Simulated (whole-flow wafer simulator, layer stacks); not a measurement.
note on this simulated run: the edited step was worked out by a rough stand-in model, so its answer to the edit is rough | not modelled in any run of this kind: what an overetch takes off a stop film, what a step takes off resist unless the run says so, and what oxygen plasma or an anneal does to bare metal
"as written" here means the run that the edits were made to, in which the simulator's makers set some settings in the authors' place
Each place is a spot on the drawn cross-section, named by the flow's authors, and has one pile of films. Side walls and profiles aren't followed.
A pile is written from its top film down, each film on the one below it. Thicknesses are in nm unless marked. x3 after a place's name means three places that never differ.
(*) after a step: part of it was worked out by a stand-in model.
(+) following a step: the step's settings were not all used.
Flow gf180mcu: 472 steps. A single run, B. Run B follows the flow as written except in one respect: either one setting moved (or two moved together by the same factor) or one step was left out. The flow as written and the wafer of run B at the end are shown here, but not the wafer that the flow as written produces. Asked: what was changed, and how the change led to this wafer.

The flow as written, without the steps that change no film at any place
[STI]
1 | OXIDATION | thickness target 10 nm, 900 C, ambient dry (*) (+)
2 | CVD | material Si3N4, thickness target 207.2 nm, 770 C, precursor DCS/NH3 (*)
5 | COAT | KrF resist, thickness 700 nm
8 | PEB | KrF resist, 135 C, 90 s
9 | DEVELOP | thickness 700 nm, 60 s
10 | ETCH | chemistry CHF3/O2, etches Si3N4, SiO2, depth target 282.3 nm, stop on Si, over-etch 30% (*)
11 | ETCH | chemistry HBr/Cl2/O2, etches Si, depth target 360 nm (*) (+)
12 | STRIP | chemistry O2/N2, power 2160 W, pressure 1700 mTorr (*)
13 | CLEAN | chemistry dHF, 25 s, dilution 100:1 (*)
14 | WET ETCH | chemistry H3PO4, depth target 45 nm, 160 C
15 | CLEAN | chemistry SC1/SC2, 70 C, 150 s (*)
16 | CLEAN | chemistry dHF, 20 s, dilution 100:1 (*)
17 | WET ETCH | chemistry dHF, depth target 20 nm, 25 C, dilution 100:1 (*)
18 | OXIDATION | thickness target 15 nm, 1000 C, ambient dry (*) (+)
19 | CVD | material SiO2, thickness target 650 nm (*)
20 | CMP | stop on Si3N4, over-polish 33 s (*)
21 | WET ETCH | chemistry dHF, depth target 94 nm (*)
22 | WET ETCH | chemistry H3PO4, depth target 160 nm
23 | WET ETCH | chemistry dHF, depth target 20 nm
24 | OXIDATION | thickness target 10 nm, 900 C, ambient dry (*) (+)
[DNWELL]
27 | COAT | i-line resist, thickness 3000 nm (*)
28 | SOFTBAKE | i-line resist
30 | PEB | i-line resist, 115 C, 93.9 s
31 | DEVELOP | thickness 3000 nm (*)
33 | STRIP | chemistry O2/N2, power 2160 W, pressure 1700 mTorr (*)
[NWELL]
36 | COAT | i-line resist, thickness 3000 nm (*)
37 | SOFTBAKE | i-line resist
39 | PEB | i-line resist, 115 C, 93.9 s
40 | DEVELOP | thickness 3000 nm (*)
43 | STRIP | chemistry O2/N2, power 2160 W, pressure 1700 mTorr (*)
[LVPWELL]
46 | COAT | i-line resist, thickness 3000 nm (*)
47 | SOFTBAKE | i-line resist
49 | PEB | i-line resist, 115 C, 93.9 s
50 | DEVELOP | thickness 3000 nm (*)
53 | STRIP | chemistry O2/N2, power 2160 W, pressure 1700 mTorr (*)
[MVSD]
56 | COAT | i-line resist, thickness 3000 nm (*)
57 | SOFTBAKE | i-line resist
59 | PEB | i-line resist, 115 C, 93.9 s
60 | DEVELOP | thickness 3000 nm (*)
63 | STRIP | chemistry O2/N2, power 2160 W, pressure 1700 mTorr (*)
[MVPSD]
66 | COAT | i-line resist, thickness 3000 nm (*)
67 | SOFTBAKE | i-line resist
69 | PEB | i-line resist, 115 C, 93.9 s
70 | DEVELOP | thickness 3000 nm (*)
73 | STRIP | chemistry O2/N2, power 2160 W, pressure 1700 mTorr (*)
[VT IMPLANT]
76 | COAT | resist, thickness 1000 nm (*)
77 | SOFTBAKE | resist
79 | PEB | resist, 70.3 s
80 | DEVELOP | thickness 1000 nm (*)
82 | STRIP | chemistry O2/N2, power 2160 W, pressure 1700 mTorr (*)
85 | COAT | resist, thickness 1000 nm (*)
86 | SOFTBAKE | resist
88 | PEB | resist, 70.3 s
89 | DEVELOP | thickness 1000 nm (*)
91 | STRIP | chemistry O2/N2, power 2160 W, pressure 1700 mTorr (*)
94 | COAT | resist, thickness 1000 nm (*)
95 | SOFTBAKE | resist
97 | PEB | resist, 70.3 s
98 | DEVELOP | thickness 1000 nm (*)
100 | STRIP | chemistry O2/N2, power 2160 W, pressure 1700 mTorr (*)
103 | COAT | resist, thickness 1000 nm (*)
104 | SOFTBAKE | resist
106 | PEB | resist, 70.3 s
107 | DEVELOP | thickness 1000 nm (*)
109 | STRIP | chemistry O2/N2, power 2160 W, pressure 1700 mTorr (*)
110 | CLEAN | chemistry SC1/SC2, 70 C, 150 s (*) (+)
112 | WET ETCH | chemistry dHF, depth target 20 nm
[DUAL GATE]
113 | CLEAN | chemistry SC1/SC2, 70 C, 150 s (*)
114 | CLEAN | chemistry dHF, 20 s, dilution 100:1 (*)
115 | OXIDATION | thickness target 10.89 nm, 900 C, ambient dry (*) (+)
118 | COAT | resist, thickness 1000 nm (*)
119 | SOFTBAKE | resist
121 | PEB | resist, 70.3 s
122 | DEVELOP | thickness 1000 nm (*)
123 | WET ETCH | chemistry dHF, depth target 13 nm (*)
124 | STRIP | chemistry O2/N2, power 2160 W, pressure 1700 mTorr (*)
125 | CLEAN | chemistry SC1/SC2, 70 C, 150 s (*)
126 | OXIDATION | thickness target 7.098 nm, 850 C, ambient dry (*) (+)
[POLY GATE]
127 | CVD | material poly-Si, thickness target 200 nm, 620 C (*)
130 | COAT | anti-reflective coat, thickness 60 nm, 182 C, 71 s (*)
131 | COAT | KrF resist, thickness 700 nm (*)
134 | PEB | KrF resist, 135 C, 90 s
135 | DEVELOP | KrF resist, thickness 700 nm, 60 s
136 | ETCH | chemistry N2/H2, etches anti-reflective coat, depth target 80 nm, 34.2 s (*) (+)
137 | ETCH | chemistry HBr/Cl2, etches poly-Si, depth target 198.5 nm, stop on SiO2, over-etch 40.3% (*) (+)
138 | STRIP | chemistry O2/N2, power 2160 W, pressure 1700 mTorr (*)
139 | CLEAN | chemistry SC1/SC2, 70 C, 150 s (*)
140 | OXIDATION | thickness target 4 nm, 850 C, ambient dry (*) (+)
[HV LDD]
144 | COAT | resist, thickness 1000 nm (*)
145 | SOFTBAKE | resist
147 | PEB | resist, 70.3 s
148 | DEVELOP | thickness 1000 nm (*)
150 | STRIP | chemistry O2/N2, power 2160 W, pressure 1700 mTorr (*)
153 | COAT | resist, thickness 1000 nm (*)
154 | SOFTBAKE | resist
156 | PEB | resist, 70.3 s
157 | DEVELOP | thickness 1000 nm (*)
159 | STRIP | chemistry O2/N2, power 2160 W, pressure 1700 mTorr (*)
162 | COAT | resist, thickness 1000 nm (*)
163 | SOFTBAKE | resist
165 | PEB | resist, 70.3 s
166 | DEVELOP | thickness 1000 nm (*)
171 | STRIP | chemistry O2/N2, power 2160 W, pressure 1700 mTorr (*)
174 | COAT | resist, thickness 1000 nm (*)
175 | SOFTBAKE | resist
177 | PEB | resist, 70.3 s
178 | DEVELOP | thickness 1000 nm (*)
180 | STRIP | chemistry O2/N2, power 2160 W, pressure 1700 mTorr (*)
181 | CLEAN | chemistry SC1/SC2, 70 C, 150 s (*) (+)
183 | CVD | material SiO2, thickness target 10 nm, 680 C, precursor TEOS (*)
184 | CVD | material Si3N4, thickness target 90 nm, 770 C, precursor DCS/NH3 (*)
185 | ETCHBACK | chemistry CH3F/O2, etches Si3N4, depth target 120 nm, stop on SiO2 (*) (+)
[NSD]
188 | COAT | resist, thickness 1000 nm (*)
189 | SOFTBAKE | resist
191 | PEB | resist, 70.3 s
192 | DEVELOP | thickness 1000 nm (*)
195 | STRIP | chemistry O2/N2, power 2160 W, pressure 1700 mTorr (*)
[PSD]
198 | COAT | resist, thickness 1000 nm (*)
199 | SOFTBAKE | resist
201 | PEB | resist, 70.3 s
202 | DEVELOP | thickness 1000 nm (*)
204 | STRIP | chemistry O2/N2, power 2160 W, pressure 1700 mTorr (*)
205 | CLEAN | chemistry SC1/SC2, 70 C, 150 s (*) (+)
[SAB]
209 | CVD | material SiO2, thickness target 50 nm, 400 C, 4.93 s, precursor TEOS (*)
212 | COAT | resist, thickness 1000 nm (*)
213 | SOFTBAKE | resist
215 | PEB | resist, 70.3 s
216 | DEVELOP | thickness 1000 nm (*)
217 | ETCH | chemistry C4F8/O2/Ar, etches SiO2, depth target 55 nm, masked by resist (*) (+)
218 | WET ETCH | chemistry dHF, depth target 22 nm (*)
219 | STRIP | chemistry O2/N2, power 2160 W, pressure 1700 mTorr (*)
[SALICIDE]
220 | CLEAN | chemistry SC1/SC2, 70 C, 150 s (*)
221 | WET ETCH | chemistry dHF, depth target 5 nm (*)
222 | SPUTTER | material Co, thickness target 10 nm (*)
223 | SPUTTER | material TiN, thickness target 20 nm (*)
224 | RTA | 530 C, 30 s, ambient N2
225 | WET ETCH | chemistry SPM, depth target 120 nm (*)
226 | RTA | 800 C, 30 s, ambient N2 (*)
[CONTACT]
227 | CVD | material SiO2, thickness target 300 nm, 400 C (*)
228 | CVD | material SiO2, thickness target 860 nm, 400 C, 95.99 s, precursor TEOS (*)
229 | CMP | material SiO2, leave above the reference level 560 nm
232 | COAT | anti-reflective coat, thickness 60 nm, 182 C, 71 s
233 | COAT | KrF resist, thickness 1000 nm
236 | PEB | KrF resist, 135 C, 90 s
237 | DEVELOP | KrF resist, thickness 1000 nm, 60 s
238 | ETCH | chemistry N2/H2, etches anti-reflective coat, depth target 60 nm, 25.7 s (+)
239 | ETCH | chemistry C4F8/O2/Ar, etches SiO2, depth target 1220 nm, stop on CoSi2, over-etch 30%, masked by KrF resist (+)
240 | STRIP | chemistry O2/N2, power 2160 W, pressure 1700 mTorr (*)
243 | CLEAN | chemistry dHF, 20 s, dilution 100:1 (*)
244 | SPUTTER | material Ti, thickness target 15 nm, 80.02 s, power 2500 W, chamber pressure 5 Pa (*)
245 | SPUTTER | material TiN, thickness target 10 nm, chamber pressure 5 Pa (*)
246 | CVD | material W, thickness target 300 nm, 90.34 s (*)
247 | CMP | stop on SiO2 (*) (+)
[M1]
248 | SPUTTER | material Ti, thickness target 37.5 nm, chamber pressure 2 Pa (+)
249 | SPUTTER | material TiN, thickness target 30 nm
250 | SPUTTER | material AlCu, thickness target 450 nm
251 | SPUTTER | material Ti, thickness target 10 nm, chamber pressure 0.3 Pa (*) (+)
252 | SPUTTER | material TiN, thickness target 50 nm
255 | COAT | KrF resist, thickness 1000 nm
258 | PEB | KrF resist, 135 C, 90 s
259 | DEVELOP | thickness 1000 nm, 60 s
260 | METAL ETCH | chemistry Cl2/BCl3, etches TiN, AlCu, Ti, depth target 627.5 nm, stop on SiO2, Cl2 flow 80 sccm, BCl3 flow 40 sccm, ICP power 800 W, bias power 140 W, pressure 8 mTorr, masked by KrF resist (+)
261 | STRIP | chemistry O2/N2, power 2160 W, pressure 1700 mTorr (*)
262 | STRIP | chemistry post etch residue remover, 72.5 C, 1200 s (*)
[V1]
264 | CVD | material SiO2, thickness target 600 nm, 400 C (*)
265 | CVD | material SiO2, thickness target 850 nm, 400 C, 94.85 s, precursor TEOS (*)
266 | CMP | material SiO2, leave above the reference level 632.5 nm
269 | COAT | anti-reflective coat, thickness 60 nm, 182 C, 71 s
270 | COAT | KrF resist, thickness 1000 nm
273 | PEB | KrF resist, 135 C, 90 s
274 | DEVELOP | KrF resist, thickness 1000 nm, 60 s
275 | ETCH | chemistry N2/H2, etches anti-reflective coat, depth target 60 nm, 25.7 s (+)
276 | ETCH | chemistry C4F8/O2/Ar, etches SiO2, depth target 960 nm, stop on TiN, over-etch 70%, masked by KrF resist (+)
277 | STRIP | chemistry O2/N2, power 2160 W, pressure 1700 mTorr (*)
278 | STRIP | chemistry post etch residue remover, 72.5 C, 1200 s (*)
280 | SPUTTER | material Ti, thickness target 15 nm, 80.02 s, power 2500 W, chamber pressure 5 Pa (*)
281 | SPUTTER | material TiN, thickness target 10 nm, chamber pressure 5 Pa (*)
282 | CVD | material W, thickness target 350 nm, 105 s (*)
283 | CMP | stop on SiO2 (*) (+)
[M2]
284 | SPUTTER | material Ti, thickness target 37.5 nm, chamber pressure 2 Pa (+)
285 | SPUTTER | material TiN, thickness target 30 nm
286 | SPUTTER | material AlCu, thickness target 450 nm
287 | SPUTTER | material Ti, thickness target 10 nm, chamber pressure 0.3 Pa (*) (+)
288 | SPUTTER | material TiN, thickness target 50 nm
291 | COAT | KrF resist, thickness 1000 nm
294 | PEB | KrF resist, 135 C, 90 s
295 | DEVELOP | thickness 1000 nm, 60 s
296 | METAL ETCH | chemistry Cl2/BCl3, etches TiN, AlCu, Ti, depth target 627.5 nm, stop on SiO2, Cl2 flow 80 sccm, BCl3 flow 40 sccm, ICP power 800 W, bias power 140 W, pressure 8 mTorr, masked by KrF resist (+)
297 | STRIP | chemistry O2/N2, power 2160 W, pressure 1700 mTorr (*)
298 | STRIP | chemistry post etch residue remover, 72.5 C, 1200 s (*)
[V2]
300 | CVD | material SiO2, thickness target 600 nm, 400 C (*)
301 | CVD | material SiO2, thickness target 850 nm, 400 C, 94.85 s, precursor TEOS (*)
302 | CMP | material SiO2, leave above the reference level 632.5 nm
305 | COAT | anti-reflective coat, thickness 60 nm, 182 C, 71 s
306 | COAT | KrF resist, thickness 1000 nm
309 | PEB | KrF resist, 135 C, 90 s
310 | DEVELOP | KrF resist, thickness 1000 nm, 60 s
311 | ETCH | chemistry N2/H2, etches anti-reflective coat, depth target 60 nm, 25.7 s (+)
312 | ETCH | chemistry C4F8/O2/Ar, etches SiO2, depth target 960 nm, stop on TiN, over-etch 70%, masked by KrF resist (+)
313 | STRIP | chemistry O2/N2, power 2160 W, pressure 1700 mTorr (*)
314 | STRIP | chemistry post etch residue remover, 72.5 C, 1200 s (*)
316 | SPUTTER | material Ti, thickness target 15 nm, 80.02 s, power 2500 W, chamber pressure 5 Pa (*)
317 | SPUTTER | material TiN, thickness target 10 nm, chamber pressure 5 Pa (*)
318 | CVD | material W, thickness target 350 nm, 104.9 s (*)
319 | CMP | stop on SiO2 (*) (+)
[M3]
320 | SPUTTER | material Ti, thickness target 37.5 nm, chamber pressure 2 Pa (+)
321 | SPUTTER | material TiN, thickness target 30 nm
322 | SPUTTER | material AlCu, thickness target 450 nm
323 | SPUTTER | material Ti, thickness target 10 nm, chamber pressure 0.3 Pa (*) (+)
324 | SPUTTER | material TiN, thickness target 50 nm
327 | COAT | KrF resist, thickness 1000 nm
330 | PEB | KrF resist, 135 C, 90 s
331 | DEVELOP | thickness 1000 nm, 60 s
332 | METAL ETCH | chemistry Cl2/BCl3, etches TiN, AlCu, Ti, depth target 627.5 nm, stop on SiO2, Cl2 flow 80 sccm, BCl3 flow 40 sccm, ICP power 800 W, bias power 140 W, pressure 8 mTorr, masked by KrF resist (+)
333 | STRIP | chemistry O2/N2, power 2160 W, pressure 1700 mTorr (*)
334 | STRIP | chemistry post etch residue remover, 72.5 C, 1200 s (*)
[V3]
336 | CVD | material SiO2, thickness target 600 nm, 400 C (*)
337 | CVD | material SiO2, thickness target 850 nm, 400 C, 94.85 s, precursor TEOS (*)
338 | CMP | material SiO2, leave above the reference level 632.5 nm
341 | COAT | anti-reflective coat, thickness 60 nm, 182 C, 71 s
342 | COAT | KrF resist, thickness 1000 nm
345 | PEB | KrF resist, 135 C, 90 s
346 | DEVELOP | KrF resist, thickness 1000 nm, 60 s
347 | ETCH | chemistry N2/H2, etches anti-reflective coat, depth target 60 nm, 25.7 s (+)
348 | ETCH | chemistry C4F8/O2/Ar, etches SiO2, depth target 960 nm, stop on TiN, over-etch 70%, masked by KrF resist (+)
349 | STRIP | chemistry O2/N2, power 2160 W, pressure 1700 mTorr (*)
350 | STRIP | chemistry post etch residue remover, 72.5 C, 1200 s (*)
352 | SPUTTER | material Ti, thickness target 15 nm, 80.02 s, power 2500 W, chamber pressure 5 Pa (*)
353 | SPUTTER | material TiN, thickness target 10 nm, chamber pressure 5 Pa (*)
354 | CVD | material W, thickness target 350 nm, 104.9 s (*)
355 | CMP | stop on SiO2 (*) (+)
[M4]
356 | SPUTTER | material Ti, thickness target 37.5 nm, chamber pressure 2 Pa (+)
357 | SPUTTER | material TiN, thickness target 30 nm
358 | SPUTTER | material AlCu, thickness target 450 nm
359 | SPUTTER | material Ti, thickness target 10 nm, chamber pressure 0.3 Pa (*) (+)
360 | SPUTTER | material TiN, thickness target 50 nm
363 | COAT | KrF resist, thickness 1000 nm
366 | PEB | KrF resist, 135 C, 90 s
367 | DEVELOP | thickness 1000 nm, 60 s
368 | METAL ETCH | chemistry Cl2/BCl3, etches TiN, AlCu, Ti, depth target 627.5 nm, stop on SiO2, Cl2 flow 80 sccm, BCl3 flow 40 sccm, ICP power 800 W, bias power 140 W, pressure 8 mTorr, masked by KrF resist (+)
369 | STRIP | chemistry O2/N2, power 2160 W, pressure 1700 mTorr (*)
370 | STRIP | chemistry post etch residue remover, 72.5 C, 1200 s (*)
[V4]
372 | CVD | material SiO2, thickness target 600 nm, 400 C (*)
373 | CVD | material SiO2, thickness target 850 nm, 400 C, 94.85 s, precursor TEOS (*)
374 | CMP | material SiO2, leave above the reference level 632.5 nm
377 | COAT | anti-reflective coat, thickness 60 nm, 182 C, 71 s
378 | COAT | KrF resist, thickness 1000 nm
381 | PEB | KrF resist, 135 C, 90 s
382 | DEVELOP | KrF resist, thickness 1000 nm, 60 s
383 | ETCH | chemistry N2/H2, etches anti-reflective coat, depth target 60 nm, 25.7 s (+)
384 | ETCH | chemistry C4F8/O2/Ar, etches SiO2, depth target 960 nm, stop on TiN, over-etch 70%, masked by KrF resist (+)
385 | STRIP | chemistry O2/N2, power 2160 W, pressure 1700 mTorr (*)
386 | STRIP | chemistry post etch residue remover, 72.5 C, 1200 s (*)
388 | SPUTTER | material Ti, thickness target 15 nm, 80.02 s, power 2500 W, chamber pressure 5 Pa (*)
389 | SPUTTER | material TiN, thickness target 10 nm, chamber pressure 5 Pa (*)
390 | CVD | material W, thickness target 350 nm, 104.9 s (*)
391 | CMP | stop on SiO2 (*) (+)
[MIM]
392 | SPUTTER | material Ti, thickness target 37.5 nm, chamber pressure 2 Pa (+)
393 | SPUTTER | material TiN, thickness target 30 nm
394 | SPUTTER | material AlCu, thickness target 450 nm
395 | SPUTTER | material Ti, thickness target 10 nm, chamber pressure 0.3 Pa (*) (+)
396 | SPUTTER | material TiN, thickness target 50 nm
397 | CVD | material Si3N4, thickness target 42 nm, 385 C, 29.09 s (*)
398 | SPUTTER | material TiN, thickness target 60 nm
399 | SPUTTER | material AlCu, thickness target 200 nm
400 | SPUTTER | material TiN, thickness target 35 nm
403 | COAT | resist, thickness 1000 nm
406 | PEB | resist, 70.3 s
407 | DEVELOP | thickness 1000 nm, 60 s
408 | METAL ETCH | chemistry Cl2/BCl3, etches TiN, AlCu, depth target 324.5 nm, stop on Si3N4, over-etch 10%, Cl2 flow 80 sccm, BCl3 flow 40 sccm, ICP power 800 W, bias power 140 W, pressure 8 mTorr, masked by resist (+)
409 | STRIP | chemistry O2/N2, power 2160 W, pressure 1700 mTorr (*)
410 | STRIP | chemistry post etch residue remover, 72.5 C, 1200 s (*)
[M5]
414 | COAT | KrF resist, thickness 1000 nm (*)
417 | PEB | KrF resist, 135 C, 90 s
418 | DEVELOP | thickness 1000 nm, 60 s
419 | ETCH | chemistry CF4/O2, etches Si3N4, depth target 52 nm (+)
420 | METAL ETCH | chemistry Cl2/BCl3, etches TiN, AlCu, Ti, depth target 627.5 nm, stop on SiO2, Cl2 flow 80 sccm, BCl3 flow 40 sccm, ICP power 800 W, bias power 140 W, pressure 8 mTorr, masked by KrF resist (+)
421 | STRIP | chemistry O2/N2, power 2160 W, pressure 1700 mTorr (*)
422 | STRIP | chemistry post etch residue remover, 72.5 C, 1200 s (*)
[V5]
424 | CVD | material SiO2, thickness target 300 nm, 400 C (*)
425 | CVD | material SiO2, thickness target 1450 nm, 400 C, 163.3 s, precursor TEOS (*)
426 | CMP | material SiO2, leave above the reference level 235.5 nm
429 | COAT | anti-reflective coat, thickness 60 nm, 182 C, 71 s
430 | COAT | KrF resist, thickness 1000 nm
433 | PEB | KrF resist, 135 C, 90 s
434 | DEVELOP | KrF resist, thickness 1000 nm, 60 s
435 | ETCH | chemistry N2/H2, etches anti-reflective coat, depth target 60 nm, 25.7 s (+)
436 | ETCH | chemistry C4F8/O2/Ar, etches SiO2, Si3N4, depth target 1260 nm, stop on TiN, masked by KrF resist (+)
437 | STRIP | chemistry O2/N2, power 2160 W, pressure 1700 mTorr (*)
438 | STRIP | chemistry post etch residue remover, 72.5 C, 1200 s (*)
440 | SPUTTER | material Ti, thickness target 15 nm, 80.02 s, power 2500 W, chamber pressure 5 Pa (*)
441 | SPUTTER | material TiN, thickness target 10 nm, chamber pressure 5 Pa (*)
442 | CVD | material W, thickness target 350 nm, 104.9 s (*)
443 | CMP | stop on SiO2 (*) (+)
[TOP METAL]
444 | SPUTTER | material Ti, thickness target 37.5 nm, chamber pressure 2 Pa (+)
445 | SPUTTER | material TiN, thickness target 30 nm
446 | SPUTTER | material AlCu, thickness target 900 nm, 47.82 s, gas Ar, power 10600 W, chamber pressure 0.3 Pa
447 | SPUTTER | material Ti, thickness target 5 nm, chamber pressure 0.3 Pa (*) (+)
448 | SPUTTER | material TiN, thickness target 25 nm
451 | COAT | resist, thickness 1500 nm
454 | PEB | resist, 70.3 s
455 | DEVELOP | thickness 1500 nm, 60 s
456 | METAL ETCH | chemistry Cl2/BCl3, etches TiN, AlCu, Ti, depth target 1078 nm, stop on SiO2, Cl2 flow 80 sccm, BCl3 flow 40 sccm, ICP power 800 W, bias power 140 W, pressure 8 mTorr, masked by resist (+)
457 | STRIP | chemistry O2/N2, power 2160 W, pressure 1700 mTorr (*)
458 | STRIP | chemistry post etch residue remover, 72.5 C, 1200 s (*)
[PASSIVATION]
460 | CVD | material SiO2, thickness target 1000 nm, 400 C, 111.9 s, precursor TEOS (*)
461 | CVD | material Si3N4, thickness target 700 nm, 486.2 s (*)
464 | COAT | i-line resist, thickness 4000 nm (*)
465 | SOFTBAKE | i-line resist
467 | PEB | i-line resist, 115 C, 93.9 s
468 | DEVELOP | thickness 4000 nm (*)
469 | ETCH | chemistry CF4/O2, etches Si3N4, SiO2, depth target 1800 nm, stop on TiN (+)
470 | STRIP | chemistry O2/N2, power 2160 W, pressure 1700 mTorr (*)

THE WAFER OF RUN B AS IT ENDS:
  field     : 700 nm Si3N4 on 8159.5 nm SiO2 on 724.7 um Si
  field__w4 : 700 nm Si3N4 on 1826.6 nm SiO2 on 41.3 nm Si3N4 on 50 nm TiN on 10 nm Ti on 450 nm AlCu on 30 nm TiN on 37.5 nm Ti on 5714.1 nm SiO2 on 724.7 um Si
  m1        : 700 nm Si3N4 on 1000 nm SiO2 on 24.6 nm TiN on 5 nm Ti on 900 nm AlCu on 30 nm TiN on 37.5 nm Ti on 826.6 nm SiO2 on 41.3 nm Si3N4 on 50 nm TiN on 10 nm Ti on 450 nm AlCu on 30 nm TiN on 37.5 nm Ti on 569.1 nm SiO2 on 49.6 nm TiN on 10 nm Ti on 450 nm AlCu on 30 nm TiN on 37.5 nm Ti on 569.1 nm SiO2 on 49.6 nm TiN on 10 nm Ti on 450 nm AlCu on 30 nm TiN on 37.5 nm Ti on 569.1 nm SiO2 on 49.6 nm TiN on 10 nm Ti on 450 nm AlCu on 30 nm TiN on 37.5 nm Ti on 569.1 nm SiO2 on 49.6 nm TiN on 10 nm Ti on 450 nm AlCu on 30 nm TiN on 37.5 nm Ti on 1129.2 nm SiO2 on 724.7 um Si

What caused this: step 11, ETCH: depth target 292 nm was run, though the flow has depth target 360 nm.

The path from the change to this, step by step:
  11 | ETCH | chemistry HBr/Cl2/O2, etches Si, depth target 360 nm (*) (+)
      active, n_well, p_well and 40 more: KrF resist loses 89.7 (as written it would have been: KrF resist loses 112.3)
      field, field_sub, sti and 34 more: Si loses 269 (as written it would have been: Si loses 337)
  12 | STRIP | chemistry O2/N2, power 2160 W, pressure 1700 mTorr (*)
      active, n_well, p_well and 40 more: KrF resist loses 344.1 (all of it) (as written it would have been: KrF resist loses 321.4 (all of it))
  19 | CVD | material SiO2, thickness target 650 nm (*)
      m1, ld_fp_n, ld_drift_n and 8 more: SiO2 gains 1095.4 (as written it would have been: SiO2 gains 1163.4)
  20 | CMP | stop on Si3N4, over-polish 33 s (*)
      sti, mim_1p0, pad and 11 more: SiO2 loses 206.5 (as written it would have been: SiO2 loses 138.5)
      nw_enc_fld, nw_enc_fld_lv: SiO2 loses 210.5 (as written it would have been: SiO2 loses 142.5)
      (also at 10 further places)
